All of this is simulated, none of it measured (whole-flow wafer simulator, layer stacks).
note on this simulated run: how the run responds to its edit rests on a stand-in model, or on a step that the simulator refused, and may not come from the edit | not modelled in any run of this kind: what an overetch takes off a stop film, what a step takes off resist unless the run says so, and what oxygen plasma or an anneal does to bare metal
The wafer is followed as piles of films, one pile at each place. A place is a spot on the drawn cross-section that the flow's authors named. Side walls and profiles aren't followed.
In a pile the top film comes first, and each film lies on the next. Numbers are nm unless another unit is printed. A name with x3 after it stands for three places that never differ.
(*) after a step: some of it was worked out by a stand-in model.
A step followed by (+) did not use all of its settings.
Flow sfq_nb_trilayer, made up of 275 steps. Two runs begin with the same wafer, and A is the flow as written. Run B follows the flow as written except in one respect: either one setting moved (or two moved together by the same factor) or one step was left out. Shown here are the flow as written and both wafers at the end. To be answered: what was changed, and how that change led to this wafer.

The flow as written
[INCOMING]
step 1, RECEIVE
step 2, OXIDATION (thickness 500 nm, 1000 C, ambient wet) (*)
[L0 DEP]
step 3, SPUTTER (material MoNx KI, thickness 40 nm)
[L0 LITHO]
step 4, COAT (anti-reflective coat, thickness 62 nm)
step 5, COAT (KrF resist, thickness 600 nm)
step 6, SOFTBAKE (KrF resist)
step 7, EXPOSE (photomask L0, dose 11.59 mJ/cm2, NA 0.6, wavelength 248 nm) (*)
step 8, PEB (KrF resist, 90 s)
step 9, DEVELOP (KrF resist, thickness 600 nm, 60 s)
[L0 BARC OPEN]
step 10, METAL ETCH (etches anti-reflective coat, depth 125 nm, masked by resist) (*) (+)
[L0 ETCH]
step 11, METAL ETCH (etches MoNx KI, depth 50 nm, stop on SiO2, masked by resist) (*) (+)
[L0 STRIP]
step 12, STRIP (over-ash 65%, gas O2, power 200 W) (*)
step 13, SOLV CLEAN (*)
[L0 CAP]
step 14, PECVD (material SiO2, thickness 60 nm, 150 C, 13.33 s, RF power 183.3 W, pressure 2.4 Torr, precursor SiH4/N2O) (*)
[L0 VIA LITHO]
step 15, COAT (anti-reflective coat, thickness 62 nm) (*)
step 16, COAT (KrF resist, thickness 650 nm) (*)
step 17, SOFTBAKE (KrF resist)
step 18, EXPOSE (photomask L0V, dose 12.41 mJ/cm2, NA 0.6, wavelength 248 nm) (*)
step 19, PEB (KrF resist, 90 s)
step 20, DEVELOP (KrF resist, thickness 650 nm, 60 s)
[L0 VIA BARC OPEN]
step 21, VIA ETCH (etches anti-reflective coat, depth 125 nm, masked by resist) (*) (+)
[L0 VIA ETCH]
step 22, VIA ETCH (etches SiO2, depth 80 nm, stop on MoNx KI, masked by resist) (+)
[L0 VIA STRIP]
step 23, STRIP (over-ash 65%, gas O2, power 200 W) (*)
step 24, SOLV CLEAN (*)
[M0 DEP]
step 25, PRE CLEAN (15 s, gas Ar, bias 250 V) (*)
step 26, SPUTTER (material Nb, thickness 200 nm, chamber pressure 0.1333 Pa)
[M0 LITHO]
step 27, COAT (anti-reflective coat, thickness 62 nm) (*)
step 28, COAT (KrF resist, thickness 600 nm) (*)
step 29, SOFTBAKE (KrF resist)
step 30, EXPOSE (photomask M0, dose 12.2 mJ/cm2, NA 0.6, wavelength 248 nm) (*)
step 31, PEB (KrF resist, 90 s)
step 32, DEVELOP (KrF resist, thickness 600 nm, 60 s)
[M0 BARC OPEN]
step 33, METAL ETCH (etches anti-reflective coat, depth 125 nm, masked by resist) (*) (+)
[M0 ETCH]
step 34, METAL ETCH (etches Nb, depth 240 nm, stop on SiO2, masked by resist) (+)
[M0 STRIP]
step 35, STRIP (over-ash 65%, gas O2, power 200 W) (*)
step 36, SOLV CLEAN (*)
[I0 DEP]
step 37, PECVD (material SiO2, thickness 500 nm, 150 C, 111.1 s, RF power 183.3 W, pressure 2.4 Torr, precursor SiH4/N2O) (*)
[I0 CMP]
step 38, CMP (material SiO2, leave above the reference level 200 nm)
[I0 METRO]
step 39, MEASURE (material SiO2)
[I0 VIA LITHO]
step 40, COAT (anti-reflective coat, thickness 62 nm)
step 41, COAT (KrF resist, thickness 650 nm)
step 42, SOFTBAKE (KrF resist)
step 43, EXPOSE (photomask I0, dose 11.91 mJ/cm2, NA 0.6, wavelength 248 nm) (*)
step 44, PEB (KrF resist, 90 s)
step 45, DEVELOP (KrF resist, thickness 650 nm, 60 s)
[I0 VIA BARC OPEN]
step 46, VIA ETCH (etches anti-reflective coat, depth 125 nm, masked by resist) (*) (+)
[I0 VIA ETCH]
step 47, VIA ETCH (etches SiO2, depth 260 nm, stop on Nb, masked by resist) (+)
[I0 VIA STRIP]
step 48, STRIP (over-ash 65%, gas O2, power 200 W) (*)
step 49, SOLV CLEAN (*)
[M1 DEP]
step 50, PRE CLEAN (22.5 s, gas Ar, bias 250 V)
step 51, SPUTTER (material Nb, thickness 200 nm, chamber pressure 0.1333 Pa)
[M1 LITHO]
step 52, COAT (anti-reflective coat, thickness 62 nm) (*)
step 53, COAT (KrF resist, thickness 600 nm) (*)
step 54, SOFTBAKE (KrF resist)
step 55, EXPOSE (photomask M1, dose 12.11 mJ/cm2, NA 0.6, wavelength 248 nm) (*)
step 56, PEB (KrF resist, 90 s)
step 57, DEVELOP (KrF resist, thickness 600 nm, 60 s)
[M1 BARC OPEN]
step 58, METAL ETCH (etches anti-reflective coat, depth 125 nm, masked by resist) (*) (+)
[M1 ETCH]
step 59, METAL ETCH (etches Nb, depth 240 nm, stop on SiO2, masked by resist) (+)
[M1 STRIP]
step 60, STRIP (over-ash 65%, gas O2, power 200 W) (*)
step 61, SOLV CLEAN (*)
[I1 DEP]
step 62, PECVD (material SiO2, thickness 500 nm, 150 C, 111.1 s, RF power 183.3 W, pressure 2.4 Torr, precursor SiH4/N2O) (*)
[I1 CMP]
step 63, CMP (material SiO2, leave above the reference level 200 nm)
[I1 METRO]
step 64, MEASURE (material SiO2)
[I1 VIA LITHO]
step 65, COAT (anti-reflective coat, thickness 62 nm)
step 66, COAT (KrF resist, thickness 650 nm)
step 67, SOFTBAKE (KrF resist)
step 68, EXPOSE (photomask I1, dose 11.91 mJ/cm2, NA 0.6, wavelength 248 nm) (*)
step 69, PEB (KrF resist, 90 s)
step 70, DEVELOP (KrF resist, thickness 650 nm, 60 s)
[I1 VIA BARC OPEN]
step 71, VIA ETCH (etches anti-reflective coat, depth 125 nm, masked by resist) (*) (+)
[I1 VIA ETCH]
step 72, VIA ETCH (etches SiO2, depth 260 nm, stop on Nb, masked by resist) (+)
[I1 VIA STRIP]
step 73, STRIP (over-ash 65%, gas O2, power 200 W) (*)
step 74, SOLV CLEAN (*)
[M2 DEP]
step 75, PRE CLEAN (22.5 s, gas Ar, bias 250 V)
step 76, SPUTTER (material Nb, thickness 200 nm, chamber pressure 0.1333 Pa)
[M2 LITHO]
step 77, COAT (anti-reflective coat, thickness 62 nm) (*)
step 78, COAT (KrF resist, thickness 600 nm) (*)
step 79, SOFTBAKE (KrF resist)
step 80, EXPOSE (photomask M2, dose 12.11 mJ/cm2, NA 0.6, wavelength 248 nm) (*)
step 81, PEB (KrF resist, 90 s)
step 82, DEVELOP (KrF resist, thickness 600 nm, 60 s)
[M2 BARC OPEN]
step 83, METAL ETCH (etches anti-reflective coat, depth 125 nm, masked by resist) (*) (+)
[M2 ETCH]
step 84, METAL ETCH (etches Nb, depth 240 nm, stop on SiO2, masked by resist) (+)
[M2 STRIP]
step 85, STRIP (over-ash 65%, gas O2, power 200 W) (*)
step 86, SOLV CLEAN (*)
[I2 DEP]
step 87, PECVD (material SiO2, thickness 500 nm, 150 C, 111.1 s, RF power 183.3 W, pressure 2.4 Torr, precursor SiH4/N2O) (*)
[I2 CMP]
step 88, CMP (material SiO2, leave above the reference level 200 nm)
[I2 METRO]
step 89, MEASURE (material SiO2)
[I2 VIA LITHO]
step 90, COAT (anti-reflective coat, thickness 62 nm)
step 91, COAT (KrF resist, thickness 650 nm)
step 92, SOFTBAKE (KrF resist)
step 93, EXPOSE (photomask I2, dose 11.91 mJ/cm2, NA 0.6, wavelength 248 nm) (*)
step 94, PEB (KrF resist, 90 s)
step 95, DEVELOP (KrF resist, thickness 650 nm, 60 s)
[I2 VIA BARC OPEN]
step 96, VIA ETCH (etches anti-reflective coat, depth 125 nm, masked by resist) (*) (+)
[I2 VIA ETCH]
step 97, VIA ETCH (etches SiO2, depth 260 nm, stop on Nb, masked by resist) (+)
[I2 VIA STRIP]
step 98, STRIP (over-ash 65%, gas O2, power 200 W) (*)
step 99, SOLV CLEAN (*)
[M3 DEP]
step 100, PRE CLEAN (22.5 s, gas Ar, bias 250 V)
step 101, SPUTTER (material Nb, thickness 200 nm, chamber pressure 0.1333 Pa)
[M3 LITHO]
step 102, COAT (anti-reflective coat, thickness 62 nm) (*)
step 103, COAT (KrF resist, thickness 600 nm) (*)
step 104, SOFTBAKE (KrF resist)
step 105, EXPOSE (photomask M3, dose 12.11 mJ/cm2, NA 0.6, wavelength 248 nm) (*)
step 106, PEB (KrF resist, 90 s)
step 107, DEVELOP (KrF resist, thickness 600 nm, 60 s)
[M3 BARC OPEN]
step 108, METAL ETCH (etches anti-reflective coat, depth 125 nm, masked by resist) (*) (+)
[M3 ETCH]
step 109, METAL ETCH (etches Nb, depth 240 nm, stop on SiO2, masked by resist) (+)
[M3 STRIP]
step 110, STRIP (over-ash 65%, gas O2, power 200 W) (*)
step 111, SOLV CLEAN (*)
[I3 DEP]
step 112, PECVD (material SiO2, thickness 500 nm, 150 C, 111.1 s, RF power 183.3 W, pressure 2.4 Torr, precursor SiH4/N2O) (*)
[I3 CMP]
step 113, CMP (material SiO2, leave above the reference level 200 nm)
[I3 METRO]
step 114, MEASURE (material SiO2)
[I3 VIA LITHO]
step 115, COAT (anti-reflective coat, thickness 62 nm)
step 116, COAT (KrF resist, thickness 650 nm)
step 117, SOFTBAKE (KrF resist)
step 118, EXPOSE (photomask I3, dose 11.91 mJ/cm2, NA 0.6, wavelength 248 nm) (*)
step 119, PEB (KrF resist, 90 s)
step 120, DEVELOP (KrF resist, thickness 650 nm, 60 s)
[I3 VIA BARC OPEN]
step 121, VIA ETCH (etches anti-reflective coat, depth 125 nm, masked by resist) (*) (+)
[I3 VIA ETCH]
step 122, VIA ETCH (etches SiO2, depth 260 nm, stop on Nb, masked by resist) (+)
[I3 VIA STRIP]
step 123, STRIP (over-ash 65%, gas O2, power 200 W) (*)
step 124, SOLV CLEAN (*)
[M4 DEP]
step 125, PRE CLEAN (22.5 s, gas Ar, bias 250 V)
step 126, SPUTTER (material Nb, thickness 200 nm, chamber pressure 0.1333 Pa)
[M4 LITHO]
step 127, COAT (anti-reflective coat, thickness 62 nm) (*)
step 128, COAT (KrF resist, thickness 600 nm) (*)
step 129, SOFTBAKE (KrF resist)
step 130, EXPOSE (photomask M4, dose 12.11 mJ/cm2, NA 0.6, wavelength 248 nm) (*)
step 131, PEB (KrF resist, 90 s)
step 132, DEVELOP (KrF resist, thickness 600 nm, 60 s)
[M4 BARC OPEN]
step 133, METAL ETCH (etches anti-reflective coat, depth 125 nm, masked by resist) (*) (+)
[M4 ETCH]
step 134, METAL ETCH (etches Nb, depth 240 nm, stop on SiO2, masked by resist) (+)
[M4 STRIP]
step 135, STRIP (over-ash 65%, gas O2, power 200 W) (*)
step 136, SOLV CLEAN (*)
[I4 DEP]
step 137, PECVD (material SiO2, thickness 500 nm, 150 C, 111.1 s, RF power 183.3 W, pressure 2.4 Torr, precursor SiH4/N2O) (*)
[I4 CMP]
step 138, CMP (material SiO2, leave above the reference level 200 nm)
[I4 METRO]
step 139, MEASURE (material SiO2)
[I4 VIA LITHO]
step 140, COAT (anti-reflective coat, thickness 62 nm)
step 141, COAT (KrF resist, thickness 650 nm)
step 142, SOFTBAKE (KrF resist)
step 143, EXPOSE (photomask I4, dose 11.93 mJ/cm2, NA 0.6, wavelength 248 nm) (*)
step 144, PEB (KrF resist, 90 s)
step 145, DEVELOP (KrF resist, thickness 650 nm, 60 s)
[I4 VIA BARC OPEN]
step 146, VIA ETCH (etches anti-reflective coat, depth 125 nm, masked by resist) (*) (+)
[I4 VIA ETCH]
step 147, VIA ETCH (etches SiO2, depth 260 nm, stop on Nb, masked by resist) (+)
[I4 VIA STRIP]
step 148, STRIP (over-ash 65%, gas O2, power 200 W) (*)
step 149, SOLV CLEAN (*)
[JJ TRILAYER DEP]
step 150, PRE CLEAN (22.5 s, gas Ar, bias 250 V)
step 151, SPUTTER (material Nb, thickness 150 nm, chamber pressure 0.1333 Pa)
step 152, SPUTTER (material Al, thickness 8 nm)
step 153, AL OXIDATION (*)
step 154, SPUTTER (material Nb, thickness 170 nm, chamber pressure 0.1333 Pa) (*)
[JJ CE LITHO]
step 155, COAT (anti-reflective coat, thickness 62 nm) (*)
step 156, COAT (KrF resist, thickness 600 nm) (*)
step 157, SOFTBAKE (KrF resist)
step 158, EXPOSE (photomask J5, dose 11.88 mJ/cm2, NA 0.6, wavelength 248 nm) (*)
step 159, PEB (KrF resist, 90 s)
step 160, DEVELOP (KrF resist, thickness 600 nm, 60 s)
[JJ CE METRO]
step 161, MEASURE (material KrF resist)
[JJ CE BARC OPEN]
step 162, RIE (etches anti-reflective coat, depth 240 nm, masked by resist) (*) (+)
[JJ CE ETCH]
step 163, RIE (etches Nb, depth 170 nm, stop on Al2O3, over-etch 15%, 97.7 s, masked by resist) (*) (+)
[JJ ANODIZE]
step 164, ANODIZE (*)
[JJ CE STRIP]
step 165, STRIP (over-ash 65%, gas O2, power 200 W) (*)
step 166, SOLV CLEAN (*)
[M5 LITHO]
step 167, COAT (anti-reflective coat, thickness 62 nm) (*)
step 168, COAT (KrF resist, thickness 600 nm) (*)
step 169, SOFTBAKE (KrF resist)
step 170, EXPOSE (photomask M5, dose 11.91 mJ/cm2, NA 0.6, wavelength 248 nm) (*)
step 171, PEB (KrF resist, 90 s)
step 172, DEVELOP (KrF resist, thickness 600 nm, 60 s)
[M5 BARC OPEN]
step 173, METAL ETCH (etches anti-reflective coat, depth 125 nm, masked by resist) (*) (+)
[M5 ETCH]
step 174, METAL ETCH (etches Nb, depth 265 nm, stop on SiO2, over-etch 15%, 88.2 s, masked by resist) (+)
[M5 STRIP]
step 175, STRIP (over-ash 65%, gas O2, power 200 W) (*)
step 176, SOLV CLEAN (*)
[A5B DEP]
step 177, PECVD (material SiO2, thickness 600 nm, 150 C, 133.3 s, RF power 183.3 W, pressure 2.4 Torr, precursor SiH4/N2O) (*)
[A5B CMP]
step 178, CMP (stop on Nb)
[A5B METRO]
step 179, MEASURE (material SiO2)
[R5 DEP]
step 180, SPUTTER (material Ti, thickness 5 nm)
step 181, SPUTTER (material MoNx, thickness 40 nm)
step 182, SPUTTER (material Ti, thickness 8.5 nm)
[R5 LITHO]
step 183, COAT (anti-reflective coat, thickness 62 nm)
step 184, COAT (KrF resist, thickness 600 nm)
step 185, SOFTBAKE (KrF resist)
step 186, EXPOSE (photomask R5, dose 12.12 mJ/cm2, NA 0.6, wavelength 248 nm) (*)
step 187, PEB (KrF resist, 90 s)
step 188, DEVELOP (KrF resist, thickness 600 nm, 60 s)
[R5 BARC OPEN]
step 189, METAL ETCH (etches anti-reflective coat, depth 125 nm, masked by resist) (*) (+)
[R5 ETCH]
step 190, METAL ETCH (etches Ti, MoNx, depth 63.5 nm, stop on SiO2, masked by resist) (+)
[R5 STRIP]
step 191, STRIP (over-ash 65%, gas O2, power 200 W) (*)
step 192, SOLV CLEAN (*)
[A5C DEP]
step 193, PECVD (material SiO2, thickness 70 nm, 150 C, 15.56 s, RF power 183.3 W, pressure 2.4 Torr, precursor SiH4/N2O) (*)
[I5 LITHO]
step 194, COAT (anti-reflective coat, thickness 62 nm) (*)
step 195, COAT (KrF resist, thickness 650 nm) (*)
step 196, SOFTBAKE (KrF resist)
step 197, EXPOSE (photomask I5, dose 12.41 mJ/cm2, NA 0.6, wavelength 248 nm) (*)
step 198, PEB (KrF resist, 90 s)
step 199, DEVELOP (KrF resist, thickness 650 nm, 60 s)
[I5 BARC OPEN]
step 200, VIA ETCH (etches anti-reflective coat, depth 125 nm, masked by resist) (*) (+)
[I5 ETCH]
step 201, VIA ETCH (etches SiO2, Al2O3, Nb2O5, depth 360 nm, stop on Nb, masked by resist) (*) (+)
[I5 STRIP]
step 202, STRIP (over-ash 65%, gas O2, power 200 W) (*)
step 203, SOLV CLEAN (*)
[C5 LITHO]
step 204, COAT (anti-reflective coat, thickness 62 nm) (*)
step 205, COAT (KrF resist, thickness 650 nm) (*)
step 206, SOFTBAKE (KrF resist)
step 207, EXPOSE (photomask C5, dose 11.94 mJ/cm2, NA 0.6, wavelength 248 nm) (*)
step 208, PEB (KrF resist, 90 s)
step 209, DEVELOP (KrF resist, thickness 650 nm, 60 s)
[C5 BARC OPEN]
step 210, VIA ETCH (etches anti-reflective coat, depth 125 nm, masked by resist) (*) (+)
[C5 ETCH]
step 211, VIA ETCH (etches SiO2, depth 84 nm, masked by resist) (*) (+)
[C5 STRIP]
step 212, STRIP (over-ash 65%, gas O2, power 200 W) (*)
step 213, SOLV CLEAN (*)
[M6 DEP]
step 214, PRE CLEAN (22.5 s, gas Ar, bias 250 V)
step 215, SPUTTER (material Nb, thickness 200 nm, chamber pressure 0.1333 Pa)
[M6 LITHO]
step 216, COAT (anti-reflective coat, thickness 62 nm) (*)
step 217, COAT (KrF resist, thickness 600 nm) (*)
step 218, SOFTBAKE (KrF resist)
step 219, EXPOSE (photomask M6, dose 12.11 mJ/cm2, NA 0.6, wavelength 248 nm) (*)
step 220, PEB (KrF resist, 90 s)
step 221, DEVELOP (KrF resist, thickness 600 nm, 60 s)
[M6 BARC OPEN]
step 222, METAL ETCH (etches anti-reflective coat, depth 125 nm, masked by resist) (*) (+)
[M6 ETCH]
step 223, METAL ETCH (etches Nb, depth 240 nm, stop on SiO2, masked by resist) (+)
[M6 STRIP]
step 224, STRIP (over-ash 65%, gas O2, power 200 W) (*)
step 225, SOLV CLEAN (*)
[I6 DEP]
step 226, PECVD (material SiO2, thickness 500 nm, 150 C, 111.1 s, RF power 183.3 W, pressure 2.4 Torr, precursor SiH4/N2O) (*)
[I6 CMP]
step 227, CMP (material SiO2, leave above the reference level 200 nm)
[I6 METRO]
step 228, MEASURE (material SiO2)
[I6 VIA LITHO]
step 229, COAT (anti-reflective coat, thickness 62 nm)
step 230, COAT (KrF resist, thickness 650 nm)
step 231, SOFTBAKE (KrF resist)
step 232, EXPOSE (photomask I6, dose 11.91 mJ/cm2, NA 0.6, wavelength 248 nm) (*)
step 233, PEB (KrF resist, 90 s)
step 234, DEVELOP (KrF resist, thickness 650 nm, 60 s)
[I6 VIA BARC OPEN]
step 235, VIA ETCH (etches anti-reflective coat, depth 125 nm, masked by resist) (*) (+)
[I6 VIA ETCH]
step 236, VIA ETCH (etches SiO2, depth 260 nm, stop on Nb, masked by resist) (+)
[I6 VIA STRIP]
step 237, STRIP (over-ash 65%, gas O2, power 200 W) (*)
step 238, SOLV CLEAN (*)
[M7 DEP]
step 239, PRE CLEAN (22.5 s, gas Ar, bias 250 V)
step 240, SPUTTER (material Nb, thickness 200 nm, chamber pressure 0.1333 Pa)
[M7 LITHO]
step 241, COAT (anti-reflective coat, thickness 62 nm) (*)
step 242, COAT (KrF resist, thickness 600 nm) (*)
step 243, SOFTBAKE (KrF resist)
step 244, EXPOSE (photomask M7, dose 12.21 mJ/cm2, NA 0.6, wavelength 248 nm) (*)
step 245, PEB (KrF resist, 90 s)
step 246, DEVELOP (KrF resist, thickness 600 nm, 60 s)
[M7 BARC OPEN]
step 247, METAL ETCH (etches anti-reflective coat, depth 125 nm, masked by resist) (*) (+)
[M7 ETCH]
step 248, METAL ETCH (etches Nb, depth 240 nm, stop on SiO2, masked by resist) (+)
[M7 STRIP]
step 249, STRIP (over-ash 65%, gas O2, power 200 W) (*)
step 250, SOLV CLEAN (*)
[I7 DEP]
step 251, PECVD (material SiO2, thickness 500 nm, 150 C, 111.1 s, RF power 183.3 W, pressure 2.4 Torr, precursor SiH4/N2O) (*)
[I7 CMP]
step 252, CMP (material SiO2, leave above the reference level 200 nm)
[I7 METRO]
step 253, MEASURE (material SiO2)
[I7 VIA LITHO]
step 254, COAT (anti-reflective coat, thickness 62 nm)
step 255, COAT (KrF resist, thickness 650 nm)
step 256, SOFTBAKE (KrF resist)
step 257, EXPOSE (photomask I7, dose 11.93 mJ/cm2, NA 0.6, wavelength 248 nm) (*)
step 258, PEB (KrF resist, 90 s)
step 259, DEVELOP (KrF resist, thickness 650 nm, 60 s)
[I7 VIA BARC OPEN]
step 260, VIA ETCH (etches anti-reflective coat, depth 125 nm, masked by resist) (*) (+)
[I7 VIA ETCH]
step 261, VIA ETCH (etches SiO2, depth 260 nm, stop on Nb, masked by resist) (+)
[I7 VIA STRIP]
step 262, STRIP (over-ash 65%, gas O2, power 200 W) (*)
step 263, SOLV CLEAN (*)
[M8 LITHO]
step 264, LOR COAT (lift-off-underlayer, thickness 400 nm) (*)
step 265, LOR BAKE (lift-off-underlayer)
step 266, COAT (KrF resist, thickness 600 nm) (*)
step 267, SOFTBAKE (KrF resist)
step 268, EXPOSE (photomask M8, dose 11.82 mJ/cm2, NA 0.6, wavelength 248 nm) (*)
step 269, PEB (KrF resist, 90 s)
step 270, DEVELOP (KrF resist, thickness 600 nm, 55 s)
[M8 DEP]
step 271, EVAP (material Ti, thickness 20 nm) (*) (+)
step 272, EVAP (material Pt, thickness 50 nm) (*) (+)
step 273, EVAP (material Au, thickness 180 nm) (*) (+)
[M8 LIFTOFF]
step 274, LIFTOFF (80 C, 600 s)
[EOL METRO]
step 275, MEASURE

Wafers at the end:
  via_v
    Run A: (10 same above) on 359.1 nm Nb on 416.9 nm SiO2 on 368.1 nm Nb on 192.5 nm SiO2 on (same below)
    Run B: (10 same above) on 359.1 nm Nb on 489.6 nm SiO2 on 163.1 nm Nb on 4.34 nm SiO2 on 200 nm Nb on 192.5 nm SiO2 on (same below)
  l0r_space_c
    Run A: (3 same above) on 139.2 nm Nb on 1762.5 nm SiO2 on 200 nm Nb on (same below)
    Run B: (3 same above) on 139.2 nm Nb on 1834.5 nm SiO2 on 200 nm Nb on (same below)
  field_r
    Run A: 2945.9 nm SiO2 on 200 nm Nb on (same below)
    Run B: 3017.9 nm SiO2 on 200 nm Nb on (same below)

What caused this: step 63, CMP: leave above the reference level 272 nm was run, while the flow as written has leave above the reference level 200 nm.

Step by step, how the change led to this:
  step 63, CMP (material SiO2, leave above the reference level 200 nm)
      field_l, be, be_sur and 72 more: A -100 SiO2 | B -28 SiO2
      v_sur, via_wl, via_wr and 20 more: A -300 SiO2 | B -228 SiO2
      (and at 8 other places as well)
  step 72, VIA ETCH (etches SiO2, depth 260 nm, stop on Nb, masked by resist) (+)
      via_v: A -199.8 SiO2 (all of it) | B -260 SiO2
  step 75, PRE CLEAN (22.5 s, gas Ar, bias 250 V)
      via_v: A -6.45 Nb | B -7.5 SiO2
  step 76, SPUTTER (material Nb, thickness 200 nm, chamber pressure 0.1333 Pa)
      via_v: A +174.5 Nb | B +163.1 Nb (new film)
  step 77, COAT (anti-reflective coat, thickness 62 nm) (*)
      via_sp: A +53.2 anti-reflective coat (new film) | B +51.9 anti-reflective coat (new film)
      via_v: A +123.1 anti-reflective coat (new film) | B +136.1 anti-reflective coat (new film)
      (and at 1 other place as well)
  step 78, COAT (KrF resist, thickness 600 nm) (*)
      via_v: A +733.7 KrF resist (new film) | B +783.4 KrF resist (new film)
  step 85, STRIP (over-ash 65%, gas O2, power 200 W) (*)
      via_sp: A -374.4 KrF resist (all of it), -53.2 anti-reflective coat (all of it) | B -370.4 KrF resist (all of it), -51.9 anti-reflective coat (all of it)
      via_v: A -515.8 KrF resist (all of it), -123.1 anti-reflective coat (all of it) | B -565.3 KrF resist (all of it), -136.1 anti-reflective coat (all of it)
      (and at 1 other place as well)
  step 87, PECVD (material SiO2, thickness 500 nm, 150 C, 111.1 s, RF power 183.3 W, pressure 2.4 Torr, precursor SiH4/N2O) (*)
      via_v: A +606 SiO2 (new film) | B +678.7 SiO2 (new film)
With metal films that touch counted as one body, via_v has 7 bodies (between them, from the top down: SiO2 437.8; SiO2 209 / Al2O3 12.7 / Nb2O5 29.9; SiO2 425.9; SiO2 489.6; SiO2 4.34; SiO2 192.5); the flow as written gives 6 bodies (between them, from the top down: SiO2 437.8; SiO2 209 / Al2O3 12.7 / Nb2O5 29.9; SiO2 425.9; SiO2 416.9; SiO2 192.5).
